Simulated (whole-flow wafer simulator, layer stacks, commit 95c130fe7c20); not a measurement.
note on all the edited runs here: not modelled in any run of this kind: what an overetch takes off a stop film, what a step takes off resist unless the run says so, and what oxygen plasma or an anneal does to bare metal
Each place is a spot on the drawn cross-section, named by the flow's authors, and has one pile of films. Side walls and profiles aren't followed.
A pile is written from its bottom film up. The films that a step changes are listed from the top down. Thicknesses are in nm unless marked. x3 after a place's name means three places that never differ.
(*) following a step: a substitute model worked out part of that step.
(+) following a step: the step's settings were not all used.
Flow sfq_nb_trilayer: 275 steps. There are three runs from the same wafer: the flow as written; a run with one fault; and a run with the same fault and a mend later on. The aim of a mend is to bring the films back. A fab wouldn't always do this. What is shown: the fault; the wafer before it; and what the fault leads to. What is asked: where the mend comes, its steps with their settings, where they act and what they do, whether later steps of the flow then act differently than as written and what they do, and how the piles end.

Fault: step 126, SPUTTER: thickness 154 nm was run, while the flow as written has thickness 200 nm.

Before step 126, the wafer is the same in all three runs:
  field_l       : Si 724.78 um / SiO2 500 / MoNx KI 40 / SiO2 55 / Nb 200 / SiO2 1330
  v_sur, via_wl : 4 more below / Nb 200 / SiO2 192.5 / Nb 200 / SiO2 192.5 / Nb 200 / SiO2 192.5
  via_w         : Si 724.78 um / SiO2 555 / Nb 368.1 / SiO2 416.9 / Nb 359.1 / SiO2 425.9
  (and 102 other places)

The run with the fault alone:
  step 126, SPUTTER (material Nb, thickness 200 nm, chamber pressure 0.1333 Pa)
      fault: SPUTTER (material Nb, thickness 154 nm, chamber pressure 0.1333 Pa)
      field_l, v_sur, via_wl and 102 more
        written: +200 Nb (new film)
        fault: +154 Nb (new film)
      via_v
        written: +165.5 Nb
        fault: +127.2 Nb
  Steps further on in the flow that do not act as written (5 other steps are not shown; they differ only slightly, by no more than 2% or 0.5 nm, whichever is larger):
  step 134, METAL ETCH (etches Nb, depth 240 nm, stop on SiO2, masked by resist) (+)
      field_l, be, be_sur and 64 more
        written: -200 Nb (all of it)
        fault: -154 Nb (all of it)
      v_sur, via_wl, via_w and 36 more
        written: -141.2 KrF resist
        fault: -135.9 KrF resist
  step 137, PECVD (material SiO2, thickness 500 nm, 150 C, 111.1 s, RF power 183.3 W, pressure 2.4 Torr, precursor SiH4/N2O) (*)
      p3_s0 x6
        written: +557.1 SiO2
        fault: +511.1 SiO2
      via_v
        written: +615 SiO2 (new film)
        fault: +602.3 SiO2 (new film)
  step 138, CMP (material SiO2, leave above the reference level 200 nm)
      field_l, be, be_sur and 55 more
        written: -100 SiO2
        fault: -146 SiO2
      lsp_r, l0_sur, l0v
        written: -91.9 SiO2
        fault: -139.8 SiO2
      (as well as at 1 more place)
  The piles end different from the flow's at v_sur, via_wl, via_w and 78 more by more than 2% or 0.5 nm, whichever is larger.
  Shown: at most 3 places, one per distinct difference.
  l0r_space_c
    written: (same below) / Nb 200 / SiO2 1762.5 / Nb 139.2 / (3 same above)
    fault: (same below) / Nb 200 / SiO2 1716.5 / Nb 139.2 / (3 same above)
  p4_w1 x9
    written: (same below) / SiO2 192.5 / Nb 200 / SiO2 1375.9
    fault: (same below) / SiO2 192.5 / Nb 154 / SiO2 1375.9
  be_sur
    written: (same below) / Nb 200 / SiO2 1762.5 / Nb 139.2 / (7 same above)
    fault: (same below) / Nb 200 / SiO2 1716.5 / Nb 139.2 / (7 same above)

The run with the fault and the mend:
  The mend follows step 132.
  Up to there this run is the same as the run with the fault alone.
  step 132a, STRIP (over-ash 65%, gas O2, power 200 W) (*)
      p3_s0 x6, p3_fr x3, wl_d_sl and 38 more
        -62 anti-reflective coat (all of it)
      p4_fl x3, p4_w1 x9, p4_g1 x2 and 15 more
        -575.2 KrF resist (all of it), -62 anti-reflective coat (all of it)
      moat, field_r, lsp_l, lsp_r, l0_sur, l0v
        -61.8 anti-reflective coat (all of it)
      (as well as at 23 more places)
  step 132b, SPUTTER (material Nb, thickness 46 nm, chamber pressure 0.1333 Pa) (the flow's step 126 again, with other settings)
      field_l, v_sur, via_wl and 102 more
        +46 Nb
      via_v
        +35.9 Nb
  step 132c, COAT (anti-reflective coat, thickness 62 nm) (*) (the flow's step 127 again)
      p4_fl x3, p4_w1 x9, p4_g1 x2 and 63 more
        +62 anti-reflective coat (new film)
      field_r, lsp_l, ln_m5, lsp_m, ln_m6, lsp_r, l0_sur, l0v
        +61.8 anti-reflective coat (new film)
      be_r, r_sur, res, r_end, moat
        +61.7 anti-reflective coat (new film)
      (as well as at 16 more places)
  step 132d, COAT (KrF resist, thickness 600 nm) (*) (the flow's step 128 again)
      p4_fl x3, p4_w1 x9, p4_g1 x2 and 63 more
        +600 KrF resist (new film)
      field_r, lsp_l, ln_m5, lsp_m, l0v
        +599.5 KrF resist (new film)
      ln_m6, lsp_r, l0_sur
        +599.6 KrF resist (new film)
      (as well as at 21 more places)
  step 132e, SOFTBAKE (KrF resist) (the flow's step 129 again)
      leaves every film unchanged at each place that is followed
  step 132f, EXPOSE (photomask M4, dose 12.11 mJ/cm2, NA 0.6, wavelength 248 nm) (*) (the flow's step 130 again)
      leaves every film unchanged at each place that is followed
  step 132g, PEB (KrF resist, 90 s) (the flow's step 131 again)
      field_l, v_sur, via_wl and 97 more
        -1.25 KrF resist
      via_w, via_wr, via_sp, wire, be
        -1.24 KrF resist
      via_v
        -1.61 KrF resist
  step 132h, DEVELOP (KrF resist, thickness 600 nm, 60 s) (the flow's step 132 again)
      p3_s0 x6, p3_fr x3, wl_d_sl and 38 more
        -598.7 KrF resist (all of it)
      v_sur, via_wl, via_w and 36 more
        -23.5 KrF resist
      moat, field_r, lsp_l
        -598.2 KrF resist (all of it)
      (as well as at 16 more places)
  Every later step of the flow that is run acts as written, at every place that is followed, to within 2% or 0.5 nm, whichever is larger.
  When the end is reached, the piles differ only a little from the flow's at the places that both follow, at most by 2% or 0.5 nm, whichever is larger.
